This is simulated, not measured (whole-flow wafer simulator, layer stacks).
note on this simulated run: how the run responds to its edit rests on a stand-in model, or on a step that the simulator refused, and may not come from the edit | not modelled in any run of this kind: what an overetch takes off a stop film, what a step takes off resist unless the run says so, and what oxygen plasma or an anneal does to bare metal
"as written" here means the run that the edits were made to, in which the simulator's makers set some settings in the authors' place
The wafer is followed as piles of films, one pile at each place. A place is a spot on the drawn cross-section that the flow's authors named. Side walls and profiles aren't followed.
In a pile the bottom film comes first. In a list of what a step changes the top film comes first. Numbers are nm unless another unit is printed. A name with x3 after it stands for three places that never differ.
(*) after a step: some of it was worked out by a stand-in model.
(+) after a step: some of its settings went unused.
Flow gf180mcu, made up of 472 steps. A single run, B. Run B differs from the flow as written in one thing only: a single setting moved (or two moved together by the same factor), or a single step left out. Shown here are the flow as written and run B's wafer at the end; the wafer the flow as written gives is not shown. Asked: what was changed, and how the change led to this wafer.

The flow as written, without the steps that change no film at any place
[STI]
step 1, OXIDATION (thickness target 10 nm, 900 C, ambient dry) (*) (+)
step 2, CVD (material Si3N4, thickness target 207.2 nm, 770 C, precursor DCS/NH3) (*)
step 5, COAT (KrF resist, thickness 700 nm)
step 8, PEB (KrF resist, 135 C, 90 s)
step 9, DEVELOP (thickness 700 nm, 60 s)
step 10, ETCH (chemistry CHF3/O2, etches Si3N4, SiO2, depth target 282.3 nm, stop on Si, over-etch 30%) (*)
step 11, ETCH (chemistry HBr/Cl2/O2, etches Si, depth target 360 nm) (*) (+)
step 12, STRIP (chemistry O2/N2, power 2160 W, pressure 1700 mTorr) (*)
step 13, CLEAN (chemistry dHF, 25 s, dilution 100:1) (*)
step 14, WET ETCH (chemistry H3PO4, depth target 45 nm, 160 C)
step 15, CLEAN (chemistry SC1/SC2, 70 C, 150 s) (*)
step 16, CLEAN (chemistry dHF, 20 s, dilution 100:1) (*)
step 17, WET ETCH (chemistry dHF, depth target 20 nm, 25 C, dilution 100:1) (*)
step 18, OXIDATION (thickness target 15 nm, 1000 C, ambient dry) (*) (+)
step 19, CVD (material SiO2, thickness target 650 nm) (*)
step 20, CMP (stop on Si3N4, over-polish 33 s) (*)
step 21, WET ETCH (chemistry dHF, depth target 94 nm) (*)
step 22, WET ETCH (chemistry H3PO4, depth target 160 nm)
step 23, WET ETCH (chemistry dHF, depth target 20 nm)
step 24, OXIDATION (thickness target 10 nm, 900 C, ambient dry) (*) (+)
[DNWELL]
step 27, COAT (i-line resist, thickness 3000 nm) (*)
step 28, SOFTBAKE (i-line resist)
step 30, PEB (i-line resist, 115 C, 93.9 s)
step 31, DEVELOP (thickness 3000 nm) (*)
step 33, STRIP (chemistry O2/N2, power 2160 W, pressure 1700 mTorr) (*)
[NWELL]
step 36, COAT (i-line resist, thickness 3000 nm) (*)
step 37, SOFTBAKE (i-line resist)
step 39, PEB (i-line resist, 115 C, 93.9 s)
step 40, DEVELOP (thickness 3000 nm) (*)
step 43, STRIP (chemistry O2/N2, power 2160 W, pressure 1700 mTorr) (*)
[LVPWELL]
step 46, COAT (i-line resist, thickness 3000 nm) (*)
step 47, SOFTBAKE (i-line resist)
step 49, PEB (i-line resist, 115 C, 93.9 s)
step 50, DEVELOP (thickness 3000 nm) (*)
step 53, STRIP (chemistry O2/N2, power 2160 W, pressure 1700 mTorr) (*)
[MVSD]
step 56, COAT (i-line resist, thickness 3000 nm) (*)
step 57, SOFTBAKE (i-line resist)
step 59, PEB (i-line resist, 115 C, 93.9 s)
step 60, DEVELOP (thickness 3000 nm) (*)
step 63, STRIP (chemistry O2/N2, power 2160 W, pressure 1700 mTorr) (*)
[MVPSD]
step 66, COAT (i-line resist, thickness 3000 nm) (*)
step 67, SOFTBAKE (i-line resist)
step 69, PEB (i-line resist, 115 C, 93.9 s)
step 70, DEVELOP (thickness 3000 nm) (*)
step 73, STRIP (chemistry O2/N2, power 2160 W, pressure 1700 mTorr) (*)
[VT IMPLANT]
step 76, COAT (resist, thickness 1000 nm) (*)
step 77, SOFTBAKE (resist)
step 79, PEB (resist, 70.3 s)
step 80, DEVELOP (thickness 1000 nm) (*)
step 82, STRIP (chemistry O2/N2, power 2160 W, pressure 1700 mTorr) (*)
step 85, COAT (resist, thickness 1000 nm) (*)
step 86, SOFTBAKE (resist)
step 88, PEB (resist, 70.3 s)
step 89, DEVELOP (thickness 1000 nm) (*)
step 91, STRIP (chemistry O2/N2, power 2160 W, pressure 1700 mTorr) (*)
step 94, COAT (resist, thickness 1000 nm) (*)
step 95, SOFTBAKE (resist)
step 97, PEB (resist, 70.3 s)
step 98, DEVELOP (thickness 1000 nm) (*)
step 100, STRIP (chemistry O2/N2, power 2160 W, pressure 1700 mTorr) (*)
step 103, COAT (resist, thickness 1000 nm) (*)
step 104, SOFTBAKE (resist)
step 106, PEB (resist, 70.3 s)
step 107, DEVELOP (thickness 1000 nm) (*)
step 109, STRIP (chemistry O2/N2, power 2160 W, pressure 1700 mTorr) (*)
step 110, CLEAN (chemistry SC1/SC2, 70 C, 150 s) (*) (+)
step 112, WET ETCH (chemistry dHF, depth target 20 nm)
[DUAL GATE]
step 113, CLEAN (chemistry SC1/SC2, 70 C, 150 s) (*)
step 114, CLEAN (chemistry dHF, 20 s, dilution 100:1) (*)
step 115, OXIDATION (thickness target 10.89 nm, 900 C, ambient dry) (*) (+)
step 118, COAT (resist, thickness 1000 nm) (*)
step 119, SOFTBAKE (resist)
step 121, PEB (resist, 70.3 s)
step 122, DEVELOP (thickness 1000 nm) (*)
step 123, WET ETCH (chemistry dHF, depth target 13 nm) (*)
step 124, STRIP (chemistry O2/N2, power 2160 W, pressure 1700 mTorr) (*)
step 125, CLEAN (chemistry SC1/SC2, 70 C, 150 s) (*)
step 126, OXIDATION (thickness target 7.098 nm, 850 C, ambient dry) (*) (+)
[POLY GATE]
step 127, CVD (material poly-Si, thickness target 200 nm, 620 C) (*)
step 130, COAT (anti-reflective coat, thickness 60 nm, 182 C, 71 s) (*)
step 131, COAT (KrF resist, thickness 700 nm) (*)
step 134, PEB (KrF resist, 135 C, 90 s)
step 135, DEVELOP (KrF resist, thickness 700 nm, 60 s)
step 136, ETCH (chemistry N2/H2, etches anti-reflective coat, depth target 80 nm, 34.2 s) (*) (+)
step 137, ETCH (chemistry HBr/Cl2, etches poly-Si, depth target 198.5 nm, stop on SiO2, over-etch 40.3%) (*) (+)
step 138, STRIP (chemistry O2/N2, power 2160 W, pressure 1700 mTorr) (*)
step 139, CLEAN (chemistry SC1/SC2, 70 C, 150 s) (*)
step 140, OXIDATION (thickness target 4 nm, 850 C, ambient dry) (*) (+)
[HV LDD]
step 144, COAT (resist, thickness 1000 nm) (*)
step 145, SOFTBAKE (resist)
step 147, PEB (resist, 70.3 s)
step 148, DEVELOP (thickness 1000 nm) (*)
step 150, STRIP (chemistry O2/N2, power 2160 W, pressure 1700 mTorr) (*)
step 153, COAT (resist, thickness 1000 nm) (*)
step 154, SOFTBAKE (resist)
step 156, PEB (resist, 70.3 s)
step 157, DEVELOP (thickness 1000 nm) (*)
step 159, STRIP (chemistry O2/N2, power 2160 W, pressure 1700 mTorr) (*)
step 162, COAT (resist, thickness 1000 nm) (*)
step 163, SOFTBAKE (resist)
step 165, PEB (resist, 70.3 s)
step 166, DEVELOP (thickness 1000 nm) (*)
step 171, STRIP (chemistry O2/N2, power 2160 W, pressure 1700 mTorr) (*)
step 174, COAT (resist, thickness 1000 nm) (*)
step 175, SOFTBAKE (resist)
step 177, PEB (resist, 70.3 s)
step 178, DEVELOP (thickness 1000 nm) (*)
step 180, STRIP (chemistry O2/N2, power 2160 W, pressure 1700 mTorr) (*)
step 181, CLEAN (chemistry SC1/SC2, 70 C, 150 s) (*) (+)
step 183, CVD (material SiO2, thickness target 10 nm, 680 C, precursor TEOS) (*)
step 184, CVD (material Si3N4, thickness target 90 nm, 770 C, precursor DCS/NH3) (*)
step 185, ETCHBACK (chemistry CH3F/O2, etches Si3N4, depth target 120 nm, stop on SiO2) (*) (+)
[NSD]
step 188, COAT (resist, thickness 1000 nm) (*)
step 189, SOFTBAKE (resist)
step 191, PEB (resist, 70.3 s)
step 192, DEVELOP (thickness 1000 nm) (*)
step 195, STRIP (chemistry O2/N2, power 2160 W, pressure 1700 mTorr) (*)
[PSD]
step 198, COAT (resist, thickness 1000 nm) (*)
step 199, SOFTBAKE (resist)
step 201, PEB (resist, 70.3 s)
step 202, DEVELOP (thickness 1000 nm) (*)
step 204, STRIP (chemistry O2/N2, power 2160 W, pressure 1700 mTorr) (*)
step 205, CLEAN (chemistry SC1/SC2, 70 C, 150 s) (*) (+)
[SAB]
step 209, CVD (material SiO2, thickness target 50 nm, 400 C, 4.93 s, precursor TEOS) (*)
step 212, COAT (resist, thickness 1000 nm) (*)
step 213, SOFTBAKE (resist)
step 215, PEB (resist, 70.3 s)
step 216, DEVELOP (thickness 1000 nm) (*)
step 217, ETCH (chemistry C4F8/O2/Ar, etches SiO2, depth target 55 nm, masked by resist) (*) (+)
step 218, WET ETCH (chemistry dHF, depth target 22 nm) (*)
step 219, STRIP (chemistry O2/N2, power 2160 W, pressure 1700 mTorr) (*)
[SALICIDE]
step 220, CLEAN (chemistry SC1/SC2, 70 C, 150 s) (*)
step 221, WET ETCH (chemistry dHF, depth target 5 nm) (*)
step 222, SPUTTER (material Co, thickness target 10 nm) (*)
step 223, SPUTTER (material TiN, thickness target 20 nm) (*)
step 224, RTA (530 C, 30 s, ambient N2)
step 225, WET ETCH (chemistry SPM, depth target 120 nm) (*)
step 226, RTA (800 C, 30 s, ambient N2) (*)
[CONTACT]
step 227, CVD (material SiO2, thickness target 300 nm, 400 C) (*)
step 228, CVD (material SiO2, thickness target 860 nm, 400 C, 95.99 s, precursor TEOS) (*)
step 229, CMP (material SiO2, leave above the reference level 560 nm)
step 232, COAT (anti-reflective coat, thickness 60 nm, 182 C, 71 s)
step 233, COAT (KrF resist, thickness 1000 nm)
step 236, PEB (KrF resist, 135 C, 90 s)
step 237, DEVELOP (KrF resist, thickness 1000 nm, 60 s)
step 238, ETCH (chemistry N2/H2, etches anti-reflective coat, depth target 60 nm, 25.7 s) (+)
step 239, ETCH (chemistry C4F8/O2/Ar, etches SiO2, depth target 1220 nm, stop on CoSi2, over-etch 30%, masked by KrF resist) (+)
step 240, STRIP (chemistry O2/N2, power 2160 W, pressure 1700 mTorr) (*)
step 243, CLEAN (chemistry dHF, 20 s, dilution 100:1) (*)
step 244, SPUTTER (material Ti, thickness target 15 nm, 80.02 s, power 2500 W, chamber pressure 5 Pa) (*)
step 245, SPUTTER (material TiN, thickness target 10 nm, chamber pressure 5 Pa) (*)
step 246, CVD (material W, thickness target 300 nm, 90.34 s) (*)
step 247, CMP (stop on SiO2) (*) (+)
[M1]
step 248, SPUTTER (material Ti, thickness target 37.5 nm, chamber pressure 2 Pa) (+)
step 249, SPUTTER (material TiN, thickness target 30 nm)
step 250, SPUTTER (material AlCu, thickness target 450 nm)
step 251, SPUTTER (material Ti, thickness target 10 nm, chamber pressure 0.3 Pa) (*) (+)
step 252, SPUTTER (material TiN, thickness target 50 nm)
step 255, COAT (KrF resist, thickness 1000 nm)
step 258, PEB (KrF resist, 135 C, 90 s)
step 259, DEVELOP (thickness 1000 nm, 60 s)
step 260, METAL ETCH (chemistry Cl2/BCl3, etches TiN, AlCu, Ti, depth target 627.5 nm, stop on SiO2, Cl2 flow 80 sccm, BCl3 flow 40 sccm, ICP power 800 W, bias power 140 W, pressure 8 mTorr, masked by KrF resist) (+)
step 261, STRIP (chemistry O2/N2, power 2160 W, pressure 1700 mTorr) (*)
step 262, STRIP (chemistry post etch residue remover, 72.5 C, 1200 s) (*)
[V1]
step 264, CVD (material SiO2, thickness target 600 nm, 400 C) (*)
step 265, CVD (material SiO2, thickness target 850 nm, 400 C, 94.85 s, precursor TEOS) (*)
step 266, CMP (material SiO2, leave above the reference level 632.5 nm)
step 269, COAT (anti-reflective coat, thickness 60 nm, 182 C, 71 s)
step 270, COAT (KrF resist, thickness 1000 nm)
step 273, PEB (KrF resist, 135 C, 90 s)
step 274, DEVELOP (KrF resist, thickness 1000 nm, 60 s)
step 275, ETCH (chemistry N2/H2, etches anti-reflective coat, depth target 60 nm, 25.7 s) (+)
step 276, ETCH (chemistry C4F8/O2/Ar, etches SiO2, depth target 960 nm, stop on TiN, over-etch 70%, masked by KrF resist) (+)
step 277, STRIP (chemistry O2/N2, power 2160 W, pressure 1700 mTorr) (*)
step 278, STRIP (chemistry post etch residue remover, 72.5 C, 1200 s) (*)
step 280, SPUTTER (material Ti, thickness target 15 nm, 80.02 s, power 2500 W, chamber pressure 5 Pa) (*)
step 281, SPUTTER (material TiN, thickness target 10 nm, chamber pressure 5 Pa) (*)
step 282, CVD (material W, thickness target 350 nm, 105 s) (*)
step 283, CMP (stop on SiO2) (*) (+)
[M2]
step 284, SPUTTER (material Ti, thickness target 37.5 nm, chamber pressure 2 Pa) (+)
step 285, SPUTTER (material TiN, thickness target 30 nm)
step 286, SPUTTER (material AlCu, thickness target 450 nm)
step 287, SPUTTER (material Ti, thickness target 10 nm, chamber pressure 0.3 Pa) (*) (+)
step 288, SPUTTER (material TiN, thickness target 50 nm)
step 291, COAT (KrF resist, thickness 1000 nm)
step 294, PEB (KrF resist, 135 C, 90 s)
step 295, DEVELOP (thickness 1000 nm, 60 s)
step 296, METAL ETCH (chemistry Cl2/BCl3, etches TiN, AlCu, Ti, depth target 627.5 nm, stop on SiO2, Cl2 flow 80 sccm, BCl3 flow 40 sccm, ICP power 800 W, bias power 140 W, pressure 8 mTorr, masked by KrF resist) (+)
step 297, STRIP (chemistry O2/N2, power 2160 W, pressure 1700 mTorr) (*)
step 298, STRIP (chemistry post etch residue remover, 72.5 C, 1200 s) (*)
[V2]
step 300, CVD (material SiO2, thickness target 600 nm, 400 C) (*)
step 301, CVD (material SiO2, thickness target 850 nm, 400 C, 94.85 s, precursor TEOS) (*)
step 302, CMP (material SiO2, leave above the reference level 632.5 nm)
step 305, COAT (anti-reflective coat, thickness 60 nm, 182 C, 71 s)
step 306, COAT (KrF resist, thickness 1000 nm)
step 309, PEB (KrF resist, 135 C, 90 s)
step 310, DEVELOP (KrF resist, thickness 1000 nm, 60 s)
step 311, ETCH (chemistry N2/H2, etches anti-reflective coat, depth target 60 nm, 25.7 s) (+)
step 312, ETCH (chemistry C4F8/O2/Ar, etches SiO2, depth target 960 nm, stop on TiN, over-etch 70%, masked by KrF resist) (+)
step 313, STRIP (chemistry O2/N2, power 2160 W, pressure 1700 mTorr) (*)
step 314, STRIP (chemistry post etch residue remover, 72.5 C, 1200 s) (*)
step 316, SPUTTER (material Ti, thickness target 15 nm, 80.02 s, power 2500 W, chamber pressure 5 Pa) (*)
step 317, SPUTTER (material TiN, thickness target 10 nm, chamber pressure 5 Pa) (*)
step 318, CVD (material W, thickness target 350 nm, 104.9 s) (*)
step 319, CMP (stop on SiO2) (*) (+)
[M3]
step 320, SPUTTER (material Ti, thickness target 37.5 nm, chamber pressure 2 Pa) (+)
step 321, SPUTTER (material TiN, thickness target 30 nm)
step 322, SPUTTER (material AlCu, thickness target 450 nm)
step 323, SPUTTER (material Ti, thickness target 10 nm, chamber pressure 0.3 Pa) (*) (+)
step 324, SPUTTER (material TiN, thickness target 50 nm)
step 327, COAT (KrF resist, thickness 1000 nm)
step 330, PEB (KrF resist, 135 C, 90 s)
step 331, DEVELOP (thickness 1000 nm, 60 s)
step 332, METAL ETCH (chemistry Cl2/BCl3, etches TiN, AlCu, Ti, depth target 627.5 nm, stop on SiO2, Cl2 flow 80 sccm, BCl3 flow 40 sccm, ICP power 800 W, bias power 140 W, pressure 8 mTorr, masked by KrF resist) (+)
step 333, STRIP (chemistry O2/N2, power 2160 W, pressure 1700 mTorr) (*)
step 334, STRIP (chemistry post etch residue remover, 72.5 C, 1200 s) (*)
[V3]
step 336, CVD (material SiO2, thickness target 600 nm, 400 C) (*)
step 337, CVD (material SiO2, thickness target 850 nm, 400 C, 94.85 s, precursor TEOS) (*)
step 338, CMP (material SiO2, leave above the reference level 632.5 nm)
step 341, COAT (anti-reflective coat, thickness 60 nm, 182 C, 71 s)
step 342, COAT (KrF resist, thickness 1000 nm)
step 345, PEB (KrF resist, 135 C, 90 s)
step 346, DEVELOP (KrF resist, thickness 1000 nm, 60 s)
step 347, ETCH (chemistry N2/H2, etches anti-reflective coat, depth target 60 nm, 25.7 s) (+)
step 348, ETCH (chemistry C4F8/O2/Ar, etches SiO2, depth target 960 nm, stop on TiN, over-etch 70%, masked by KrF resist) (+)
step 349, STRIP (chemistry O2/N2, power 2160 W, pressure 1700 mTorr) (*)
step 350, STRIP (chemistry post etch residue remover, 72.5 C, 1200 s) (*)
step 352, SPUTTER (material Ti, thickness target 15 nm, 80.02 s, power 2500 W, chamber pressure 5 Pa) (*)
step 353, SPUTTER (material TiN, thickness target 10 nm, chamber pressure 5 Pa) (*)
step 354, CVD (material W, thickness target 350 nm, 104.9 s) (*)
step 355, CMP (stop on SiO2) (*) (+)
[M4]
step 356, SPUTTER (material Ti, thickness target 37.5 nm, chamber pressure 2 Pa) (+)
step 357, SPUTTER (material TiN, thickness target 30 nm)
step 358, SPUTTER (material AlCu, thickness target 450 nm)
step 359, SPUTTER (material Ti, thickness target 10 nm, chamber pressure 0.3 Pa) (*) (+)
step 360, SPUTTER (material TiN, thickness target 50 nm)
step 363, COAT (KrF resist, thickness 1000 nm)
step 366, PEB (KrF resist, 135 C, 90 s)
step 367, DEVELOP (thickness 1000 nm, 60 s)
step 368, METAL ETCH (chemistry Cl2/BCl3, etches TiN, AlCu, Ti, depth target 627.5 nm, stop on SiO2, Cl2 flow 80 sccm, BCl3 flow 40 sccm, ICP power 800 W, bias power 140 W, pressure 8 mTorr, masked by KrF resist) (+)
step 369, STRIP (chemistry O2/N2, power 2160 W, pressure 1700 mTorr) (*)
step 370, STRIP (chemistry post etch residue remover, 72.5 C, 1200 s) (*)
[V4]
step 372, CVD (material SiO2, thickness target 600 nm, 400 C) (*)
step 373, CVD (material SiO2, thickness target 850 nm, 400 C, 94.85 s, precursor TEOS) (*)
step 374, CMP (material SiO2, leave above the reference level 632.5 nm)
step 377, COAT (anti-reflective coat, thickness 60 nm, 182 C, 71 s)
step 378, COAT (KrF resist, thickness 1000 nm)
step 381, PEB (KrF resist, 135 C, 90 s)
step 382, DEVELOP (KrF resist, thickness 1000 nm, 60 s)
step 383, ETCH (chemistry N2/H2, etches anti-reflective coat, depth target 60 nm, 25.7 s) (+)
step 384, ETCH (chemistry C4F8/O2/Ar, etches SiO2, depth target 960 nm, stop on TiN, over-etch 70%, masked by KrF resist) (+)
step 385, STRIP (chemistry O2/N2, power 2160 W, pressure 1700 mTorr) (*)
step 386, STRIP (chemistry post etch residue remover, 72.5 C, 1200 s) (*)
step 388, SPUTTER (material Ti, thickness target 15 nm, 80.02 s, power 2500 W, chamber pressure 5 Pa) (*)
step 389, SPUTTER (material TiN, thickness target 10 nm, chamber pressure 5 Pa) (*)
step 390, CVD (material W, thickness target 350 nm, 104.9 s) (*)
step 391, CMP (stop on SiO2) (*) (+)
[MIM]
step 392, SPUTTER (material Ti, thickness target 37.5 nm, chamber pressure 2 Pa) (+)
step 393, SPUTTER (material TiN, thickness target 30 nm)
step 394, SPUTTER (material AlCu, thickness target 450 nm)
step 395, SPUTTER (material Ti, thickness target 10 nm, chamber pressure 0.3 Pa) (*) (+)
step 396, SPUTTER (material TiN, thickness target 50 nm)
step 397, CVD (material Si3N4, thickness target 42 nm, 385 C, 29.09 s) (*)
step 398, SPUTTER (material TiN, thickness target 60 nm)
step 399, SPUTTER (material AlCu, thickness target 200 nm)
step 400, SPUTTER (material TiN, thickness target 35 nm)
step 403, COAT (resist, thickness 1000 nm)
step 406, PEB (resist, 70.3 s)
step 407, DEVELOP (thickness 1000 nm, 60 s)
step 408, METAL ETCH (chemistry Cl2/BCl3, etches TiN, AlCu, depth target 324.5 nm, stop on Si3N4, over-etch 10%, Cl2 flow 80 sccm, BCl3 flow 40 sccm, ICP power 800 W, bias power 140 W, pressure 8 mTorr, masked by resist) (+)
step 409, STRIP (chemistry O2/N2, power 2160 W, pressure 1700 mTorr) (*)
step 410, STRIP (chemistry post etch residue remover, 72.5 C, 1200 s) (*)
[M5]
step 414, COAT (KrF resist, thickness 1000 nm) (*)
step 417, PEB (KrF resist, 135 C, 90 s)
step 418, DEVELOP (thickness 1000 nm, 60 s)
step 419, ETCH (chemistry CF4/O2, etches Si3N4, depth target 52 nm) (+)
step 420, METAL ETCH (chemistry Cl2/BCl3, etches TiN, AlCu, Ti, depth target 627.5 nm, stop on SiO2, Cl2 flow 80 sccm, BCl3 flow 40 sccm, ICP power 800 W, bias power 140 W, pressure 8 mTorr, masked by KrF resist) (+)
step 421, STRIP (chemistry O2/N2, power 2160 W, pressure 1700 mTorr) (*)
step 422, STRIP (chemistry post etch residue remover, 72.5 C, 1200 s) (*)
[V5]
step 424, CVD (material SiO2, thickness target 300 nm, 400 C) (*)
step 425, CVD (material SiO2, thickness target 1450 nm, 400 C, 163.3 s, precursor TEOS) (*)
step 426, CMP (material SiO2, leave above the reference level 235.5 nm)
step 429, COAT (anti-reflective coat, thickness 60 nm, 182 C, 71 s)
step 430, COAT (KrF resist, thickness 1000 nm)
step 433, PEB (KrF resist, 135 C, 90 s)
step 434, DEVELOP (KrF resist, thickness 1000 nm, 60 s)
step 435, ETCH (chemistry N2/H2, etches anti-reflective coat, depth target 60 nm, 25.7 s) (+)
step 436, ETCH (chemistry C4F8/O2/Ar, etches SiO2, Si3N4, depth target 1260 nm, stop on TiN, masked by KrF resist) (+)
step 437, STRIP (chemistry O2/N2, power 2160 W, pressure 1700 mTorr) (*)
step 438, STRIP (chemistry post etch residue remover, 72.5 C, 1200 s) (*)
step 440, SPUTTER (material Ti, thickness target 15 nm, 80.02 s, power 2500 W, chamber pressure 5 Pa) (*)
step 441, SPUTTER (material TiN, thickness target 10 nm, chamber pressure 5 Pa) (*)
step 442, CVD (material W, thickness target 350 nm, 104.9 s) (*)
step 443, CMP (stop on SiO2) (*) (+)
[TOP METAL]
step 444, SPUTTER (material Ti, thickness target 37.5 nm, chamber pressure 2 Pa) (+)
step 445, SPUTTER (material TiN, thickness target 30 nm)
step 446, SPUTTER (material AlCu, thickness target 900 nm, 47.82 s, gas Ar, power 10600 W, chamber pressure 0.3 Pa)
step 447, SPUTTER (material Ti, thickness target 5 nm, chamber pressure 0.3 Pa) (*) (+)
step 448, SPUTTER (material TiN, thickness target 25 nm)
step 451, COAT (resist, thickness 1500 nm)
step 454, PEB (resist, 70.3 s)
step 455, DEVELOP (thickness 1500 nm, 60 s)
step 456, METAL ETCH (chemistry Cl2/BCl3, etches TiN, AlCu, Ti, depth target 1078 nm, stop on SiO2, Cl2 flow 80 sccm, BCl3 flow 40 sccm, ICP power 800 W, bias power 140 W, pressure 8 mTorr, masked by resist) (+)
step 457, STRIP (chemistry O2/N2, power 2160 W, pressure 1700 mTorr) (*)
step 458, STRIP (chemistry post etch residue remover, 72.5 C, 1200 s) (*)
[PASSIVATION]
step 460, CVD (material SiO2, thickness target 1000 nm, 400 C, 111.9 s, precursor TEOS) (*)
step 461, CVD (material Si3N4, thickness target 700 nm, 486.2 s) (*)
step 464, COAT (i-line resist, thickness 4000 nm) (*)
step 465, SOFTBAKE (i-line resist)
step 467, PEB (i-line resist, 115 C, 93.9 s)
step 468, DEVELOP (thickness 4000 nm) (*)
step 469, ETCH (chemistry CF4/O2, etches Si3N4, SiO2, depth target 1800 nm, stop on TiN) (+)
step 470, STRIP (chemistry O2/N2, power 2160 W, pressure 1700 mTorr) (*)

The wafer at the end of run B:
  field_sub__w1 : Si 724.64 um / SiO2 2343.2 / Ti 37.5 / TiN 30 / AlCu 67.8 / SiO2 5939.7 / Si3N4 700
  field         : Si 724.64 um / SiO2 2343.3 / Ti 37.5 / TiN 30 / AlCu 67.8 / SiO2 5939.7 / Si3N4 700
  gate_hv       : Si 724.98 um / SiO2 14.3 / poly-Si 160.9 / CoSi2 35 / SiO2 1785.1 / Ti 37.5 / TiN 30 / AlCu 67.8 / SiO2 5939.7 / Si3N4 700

What caused this: step 286, SPUTTER: thickness target 641 nm was run, whereas the flow has thickness target 450 nm.

Step by step, how the change led to this:
  step 286, SPUTTER (material AlCu, thickness target 450 nm)
      field, field__w1, field__w2 and 108 more: AlCu gains 641 (new film) (it would be, as written: AlCu gains 450 (new film))
  step 296, METAL ETCH (chemistry Cl2/BCl3, etches TiN, AlCu, Ti, depth target 627.5 nm, stop on SiO2, Cl2 flow 80 sccm, BCl3 flow 40 sccm, ICP power 800 W, bias power 140 W, pressure 8 mTorr, masked by KrF resist) (+)
      field, field__w1, field__w2 and 103 more: TiN loses 50 (all of it), Ti loses 10 (all of it), AlCu loses 567.5 (it would be, as written: TiN loses 50 (all of it), Ti loses 10 (all of it), AlCu loses 450 (all of it), TiN loses 30 (all of it), Ti loses 37.5 (all of it))
  step 298, STRIP (chemistry post etch residue remover, 72.5 C, 1200 s) (*)
      field, field__w1, field__w2 and 103 more: AlCu loses 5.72 (it would be, as written: nothing)
  step 300, CVD (material SiO2, thickness target 600 nm, 400 C) (*)
      field, field__w1, field__w2 and 103 more: SiO2 gains 600 (new film) (it would be, as written: SiO2 gains 600)
  step 302, CMP (material SiO2, leave above the reference level 632.5 nm)
      field, field__w1, field__w2 and 103 more: SiO2 loses 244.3 (it would be, as written: SiO2 loses 300)
If metal films that touch count as one body, field_sub__w1 has 1 body; the flow as written gives 0 bodies.
If metal films that touch count as one body, field has 1 body; the flow as written gives 0 bodies.
If metal films that touch count as one body, gate_hv has 2 bodies (between them, from the top down: SiO2 1785.1); the flow as written gives 1 body.
